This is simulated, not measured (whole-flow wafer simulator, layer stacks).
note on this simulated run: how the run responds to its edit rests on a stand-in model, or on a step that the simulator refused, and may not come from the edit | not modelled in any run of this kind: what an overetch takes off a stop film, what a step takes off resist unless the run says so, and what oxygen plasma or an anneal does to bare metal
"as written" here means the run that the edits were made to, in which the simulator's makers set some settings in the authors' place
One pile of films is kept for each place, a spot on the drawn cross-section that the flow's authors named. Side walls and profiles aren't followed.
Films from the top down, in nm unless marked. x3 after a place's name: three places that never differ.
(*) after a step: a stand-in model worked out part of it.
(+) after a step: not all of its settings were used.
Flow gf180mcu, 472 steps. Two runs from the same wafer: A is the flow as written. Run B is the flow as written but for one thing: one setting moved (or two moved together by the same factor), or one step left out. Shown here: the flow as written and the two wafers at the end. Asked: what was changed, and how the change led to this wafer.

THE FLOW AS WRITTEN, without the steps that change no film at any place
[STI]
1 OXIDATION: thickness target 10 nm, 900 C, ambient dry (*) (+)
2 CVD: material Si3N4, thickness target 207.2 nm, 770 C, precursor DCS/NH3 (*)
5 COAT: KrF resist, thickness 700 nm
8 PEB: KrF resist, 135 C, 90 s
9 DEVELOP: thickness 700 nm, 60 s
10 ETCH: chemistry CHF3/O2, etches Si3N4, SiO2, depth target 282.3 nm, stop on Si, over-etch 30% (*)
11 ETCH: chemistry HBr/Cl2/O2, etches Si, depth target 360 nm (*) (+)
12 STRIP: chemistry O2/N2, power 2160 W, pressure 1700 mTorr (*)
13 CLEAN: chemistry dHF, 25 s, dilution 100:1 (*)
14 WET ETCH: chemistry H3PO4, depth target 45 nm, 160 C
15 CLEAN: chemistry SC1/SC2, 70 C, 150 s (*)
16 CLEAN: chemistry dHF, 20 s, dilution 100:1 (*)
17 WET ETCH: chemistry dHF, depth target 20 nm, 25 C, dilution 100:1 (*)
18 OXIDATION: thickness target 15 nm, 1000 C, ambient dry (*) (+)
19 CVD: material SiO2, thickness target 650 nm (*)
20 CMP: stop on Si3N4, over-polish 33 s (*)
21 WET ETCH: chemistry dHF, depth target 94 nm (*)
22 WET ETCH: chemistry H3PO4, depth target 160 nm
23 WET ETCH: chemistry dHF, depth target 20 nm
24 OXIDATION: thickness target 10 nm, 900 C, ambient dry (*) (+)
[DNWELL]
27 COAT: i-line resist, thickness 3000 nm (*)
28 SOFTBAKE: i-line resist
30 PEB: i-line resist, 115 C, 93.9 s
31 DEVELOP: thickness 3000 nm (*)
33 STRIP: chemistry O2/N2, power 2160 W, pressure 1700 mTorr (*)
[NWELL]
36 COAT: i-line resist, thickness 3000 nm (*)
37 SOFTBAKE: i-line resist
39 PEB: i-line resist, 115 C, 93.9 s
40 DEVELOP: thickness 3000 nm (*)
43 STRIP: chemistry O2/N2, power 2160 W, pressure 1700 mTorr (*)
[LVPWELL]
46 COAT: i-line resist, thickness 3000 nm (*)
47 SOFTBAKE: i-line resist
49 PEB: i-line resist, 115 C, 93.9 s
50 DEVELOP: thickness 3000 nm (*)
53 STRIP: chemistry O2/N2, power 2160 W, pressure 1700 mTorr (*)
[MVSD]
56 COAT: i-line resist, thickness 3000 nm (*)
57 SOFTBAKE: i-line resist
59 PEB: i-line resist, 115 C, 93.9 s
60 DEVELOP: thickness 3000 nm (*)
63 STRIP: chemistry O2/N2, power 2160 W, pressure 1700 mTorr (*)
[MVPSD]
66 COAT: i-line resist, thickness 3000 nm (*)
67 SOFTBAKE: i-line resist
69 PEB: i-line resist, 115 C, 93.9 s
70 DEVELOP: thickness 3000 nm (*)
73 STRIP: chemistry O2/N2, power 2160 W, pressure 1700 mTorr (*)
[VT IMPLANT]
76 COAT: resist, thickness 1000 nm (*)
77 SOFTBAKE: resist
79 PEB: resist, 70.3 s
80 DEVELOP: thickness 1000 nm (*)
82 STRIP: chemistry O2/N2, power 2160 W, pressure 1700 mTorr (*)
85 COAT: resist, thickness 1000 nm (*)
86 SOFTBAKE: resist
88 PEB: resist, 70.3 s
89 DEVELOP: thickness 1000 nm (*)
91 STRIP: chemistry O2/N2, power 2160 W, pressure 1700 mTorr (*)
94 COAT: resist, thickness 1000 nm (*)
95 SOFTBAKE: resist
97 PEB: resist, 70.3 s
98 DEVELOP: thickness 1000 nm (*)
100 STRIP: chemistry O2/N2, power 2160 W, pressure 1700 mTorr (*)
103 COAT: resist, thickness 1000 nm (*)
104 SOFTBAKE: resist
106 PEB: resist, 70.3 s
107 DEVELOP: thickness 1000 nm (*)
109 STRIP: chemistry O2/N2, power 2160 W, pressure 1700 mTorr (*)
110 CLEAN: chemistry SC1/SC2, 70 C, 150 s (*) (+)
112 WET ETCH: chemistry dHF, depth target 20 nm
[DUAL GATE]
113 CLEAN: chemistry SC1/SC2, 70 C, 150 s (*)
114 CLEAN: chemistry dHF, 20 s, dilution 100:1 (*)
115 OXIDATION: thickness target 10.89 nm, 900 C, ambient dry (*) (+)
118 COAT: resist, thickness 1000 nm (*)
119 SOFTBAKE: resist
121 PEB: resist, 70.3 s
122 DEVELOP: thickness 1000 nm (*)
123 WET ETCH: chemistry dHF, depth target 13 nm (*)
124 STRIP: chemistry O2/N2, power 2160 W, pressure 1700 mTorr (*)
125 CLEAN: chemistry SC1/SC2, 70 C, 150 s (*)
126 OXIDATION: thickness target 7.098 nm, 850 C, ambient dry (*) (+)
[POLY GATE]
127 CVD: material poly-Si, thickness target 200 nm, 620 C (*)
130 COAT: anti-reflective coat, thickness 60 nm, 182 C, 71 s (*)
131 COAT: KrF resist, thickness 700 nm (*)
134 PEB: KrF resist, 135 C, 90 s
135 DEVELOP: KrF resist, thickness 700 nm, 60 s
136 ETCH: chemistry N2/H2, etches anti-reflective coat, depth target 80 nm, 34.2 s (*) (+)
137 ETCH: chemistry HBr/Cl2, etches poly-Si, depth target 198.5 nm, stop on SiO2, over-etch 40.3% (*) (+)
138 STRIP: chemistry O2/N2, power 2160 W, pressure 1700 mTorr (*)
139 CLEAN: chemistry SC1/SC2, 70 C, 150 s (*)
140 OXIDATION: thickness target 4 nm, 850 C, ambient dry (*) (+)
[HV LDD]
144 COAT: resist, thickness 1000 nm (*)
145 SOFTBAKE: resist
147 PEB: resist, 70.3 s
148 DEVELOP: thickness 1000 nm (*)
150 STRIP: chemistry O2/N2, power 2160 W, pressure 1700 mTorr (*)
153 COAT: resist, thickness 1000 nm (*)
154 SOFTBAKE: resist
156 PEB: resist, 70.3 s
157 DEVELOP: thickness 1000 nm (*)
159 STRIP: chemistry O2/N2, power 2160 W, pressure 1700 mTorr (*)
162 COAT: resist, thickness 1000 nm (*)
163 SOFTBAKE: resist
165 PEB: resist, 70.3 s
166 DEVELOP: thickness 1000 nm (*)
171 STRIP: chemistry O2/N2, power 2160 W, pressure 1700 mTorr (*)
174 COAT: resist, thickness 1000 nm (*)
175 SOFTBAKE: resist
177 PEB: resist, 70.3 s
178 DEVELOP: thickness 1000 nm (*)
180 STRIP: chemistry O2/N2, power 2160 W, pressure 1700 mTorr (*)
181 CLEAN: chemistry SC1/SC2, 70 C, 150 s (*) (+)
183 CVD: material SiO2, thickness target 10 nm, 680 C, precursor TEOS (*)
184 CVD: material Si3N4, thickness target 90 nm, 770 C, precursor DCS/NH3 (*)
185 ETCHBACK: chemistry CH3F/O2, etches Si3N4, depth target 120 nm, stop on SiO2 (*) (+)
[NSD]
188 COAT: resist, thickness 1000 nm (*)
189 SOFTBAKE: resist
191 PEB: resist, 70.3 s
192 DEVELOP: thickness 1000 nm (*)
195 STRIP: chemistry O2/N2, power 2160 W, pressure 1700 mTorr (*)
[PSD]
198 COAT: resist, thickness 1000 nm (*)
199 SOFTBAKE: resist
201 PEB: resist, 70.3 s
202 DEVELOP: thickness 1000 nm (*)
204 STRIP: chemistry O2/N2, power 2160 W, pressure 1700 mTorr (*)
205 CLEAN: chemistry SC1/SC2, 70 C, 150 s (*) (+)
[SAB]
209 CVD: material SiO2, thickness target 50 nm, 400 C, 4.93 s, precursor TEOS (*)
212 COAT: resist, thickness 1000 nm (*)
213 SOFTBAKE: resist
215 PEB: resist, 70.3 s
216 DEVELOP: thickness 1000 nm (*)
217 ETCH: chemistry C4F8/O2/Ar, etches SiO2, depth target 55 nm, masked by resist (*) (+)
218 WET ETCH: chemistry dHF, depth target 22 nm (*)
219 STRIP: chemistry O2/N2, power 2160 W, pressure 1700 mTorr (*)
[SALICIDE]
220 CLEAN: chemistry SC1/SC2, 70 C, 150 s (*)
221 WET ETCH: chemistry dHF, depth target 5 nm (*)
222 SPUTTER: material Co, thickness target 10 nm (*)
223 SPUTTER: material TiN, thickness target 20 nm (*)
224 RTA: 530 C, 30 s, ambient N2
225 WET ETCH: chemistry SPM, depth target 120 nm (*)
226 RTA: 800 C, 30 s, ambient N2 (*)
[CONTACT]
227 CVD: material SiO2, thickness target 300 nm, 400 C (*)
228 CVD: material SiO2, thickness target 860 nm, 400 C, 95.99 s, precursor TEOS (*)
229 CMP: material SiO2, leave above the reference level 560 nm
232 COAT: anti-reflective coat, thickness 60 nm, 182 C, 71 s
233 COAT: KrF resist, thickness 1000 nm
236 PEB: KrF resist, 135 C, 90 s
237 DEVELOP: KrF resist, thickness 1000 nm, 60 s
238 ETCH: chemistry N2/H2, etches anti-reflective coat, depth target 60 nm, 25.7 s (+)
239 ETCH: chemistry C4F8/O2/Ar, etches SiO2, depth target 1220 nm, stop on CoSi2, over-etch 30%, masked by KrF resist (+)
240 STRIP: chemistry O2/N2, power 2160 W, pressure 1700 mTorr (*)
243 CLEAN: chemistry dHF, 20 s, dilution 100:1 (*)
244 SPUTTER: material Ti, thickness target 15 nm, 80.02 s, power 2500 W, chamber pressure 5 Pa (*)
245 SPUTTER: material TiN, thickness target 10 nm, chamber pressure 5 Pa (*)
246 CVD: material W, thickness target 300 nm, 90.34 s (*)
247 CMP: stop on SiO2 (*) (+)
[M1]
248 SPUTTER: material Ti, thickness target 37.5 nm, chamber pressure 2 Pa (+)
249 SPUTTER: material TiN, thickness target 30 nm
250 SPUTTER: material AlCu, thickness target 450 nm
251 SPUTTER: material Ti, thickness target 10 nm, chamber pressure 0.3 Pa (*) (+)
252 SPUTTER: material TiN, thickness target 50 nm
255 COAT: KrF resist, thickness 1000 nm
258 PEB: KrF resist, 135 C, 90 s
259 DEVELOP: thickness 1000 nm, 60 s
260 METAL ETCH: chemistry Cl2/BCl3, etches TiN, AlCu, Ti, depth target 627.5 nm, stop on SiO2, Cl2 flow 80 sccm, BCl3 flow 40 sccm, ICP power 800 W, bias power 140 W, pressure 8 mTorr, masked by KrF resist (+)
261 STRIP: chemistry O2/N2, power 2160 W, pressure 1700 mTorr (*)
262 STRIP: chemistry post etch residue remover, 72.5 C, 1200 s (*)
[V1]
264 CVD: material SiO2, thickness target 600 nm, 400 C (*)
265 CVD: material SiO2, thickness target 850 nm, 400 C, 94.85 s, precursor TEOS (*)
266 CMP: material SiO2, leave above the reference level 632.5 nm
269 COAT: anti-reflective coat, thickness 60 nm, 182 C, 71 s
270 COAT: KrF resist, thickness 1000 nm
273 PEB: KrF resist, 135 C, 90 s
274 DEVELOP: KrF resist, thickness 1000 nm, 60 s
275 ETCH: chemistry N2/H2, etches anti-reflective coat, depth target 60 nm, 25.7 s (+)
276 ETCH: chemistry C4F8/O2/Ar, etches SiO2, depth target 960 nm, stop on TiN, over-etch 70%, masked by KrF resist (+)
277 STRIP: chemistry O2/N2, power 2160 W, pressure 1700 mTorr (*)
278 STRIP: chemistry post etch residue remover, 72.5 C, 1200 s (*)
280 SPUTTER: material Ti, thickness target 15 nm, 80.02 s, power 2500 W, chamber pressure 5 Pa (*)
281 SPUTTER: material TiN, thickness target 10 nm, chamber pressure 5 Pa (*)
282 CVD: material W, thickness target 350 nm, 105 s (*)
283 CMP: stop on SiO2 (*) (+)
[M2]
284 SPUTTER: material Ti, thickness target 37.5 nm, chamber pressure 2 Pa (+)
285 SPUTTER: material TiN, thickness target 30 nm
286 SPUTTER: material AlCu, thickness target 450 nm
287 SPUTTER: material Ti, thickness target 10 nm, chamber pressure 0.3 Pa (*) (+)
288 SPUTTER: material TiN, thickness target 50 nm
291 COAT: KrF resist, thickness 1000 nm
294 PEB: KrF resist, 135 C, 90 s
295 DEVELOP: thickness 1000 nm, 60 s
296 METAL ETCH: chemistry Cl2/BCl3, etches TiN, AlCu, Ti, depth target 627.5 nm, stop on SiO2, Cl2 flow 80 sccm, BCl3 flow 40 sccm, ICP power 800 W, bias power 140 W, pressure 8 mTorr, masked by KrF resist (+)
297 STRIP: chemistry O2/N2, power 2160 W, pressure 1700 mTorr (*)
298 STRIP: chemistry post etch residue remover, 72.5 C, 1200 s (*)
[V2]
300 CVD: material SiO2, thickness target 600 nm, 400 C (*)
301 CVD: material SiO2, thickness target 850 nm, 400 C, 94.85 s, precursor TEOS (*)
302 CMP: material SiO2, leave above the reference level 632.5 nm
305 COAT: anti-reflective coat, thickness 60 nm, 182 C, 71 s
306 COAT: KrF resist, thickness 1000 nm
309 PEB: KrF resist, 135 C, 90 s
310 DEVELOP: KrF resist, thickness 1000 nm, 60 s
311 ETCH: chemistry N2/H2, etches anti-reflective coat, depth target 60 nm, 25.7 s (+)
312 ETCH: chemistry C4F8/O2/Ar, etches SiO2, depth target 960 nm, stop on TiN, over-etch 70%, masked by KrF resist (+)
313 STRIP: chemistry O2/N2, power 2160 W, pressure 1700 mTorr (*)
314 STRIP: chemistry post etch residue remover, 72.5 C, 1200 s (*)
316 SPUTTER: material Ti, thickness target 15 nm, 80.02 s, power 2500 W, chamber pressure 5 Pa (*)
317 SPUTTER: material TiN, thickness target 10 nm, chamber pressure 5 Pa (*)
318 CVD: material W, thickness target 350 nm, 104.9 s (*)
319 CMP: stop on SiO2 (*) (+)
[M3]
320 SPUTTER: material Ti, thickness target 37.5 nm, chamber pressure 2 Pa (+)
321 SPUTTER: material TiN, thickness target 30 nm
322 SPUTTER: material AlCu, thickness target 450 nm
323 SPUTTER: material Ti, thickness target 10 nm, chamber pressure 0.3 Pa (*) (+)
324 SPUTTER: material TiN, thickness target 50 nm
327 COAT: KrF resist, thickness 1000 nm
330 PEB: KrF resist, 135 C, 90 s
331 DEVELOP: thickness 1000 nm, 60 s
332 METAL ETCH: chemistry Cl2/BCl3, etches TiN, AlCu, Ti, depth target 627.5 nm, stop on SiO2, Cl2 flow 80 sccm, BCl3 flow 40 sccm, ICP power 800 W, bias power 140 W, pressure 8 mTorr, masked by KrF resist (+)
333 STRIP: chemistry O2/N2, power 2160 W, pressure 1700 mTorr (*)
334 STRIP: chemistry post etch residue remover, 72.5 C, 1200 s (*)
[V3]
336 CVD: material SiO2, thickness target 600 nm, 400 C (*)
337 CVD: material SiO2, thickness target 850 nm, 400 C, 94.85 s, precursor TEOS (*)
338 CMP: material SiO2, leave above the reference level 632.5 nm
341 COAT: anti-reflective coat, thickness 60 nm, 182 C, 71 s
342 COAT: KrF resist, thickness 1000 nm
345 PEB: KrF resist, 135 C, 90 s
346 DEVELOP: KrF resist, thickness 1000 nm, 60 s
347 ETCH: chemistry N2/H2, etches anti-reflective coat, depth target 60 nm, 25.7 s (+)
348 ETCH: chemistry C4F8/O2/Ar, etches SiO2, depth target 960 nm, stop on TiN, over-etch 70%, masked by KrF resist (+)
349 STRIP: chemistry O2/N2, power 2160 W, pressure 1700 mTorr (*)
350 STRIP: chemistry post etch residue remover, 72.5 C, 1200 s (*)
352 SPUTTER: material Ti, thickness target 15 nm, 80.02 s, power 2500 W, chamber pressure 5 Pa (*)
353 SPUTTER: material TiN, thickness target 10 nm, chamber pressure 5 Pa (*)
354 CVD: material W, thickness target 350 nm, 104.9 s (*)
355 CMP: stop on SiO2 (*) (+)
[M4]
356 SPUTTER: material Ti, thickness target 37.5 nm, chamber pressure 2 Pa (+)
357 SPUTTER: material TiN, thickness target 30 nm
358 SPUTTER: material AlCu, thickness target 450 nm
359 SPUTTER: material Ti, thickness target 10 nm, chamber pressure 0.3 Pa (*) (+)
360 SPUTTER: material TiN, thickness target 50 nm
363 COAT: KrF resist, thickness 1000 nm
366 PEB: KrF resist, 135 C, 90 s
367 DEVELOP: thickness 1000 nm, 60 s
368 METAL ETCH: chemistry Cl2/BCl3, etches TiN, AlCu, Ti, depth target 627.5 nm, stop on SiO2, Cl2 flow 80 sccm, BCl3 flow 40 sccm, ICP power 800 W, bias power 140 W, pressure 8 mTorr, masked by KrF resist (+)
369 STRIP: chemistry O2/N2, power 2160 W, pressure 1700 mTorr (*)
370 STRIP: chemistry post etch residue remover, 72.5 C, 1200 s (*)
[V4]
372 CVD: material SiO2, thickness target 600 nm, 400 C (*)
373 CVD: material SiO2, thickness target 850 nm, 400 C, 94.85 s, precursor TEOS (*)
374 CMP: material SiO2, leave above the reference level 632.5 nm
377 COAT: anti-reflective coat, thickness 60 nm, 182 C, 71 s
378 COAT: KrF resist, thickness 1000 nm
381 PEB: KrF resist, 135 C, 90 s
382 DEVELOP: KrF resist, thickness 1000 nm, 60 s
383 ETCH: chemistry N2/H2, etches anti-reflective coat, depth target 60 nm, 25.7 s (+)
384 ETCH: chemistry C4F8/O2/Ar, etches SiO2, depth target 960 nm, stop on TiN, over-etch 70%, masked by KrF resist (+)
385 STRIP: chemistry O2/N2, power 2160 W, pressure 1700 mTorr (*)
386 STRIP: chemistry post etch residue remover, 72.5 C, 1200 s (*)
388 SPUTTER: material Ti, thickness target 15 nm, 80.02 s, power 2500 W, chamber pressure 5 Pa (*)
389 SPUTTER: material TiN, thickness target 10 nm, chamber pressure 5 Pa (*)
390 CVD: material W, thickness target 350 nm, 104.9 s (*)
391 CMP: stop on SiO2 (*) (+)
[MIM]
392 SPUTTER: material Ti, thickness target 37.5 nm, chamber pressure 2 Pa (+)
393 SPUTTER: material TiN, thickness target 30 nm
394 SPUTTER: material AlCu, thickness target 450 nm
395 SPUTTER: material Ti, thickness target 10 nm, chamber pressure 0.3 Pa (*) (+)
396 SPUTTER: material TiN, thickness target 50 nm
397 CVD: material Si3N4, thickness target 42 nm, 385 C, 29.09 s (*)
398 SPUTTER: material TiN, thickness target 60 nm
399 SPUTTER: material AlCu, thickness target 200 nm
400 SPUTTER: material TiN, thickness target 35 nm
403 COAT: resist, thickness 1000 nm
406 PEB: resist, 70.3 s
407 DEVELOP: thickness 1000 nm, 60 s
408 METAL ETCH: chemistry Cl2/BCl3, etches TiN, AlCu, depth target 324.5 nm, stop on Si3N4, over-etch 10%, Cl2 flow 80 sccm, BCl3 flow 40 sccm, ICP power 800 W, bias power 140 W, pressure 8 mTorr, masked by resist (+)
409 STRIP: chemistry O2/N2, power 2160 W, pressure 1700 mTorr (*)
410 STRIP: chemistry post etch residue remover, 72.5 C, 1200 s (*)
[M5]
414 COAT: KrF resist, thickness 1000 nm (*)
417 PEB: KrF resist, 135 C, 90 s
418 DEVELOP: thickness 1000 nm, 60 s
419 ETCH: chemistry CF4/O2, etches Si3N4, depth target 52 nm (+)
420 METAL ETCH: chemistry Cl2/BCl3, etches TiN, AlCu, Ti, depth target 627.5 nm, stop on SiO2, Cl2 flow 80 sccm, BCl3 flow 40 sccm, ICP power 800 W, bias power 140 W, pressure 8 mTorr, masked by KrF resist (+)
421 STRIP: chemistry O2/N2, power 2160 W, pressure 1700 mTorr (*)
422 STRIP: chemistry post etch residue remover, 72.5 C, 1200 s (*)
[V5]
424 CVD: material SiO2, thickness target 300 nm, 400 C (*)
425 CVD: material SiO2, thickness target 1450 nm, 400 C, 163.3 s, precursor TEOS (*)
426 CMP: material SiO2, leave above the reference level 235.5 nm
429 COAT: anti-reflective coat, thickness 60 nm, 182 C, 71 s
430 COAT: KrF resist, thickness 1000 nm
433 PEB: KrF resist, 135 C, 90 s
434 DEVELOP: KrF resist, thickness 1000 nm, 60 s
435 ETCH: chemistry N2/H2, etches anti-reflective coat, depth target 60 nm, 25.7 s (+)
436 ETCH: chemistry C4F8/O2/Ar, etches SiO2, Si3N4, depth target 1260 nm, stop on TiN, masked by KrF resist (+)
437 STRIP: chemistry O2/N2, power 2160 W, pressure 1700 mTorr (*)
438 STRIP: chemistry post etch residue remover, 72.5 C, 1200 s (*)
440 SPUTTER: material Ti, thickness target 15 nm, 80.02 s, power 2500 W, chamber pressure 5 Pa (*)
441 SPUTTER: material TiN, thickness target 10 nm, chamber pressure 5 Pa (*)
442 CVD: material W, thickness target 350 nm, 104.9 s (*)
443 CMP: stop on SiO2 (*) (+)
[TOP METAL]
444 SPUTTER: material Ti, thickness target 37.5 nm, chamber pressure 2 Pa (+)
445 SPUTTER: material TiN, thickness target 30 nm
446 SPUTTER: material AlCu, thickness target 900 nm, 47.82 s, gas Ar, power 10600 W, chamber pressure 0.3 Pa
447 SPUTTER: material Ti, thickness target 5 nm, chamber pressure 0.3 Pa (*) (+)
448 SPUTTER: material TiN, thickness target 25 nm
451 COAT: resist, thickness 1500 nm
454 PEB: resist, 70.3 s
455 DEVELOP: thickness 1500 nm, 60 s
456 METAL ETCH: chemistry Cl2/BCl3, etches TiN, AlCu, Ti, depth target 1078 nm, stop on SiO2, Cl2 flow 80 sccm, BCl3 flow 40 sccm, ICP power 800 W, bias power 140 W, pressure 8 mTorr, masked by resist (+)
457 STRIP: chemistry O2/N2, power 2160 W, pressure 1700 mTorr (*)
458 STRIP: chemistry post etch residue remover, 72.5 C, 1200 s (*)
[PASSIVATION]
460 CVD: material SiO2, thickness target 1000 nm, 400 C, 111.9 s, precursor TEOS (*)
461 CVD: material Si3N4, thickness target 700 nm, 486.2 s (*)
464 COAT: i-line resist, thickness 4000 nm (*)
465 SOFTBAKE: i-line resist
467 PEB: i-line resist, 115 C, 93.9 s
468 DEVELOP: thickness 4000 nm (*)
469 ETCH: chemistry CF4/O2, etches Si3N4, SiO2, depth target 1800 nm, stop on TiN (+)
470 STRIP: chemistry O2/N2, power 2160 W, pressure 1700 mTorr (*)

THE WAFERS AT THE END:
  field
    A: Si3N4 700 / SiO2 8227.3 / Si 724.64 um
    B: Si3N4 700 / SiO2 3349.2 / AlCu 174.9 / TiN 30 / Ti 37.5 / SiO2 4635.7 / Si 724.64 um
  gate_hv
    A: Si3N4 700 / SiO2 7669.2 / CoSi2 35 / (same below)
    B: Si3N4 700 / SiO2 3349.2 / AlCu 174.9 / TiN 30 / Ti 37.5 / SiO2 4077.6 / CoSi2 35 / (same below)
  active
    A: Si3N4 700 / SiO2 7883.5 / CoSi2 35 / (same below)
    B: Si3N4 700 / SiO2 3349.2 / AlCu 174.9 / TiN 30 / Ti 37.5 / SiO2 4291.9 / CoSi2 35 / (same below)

The cause: step 368, METAL ETCH: depth target 329.4 nm was run, where the flow has depth target 627.5 nm.

How the change led to this, step by step:
  368 METAL ETCH: chemistry Cl2/BCl3, etches TiN, AlCu, Ti, depth target 627.5 nm, stop on SiO2, Cl2 flow 80 sccm, BCl3 flow 40 sccm, ICP power 800 W, bias power 140 W, pressure 8 mTorr, masked by KrF resist (+)
      field, field__w1, field__w2 and 103 more: A TiN -50 (all of it), Ti -10 (all of it), AlCu -450 (all of it), TiN -30 (all of it), Ti -37.5 (all of it) | B TiN -50 (all of it), Ti -10 (all of it), AlCu -269.4
      field__w8, contact, m1, m1__w1, m1_nw: A KrF resist -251 | B KrF resist -131.8
  369 STRIP: chemistry O2/N2, power 2160 W, pressure 1700 mTorr (*)
      field__w8, contact, m1, m1__w1, m1_nw: A KrF resist -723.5 (all of it) | B KrF resist -842.8 (all of it)
  370 STRIP: chemistry post etch residue remover, 72.5 C, 1200 s (*)
      field, field__w1, field__w2 and 103 more: A nothing | B AlCu -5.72
  372 CVD: material SiO2, thickness target 600 nm, 400 C (*)
      field, field__w1, field__w2 and 103 more: A SiO2 +600 | B SiO2 +600 (new film)
  374 CMP: material SiO2, leave above the reference level 632.5 nm
      field, field__w1, field__w2 and 103 more: A SiO2 -300 | B SiO2 -542.4
Counting metal films that touch as one body, field has 1 body; the flow as written gives 0 bodies.
Counting metal films that touch as one body, gate_hv has 2 bodies (between them, from the top down: SiO2 4077.6); the flow as written gives 1 body.
Counting metal films that touch as one body, active has 2 bodies (between them, from the top down: SiO2 4291.9); the flow as written gives 1 body.
